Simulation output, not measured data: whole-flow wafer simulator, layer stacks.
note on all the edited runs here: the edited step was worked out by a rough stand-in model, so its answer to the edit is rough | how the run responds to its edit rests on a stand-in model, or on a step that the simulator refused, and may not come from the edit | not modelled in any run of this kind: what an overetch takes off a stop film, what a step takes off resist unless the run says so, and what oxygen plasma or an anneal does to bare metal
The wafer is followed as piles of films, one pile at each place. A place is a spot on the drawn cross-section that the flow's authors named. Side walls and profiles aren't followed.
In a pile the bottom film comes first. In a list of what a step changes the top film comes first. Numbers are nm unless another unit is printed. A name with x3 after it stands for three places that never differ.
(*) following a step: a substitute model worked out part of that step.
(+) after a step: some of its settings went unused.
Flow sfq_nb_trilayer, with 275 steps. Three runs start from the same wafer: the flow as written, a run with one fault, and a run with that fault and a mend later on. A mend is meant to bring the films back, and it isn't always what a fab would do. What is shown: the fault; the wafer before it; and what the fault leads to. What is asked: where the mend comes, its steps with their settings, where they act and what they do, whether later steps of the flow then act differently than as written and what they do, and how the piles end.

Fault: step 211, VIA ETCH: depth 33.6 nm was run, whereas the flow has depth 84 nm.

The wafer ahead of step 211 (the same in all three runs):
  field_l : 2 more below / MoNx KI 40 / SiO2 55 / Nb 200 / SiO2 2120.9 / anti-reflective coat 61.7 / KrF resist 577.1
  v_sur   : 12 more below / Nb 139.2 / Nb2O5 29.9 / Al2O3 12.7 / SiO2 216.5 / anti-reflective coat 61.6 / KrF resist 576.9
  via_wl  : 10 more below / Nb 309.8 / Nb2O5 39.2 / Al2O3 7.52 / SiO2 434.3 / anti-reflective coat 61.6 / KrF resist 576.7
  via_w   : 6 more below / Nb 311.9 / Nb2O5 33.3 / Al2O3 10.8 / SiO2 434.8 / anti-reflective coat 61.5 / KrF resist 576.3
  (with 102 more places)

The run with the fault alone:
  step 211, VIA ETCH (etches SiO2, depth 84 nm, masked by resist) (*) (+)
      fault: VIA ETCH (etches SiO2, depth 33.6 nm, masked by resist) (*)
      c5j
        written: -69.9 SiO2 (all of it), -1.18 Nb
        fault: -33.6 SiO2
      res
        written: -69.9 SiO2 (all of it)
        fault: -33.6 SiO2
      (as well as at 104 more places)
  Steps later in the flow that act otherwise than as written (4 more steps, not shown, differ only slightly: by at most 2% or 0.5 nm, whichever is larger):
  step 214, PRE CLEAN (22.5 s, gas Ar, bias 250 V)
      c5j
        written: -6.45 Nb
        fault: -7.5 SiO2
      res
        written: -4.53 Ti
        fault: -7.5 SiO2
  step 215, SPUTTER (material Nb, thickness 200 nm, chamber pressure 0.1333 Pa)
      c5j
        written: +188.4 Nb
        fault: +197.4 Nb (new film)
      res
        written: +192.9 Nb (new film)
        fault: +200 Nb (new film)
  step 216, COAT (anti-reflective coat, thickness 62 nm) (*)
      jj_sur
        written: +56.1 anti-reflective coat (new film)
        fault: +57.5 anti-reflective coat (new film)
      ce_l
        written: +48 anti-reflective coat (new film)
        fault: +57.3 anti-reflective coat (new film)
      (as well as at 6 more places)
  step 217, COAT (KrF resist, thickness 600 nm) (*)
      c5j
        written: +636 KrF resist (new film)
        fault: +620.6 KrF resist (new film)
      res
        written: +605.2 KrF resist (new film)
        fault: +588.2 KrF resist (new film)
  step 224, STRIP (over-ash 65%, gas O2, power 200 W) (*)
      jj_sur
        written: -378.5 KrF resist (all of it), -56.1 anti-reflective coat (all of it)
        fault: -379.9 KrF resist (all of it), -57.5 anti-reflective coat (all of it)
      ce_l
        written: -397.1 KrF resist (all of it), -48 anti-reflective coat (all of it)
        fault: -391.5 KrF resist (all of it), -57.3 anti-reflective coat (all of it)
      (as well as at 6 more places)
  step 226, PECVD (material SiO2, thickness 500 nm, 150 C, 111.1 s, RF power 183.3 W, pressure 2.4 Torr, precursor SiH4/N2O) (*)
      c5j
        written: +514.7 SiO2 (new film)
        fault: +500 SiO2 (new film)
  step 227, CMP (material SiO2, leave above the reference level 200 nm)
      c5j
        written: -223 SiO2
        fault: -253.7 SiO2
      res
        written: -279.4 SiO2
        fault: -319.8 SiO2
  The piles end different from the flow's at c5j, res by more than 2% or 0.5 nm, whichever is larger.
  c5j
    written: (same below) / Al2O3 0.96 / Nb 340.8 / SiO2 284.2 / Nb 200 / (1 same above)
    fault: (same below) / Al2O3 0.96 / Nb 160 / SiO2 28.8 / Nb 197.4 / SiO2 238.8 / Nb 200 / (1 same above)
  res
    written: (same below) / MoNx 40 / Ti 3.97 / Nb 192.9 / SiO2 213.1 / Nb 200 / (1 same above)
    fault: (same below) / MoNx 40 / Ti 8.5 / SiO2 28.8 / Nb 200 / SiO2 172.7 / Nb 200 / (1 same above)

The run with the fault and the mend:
  After step 211 comes the mend.
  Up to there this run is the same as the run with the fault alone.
  step 211a, VIA ETCH (etches SiO2, depth 50.4 nm, masked by resist) (*) (+) (a further turn of the flow's step 211, with different settings)
      field_l, v_sur, via_wl and 101 more
        -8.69 KrF resist
      c5j
        -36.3 SiO2 (all of it), -1.18 Nb
      res
        -36.3 SiO2 (all of it)
  Every later step of the flow that is run acts as written at every place that is followed.
  By the end, the piles equal the flow's at every place that both follow.
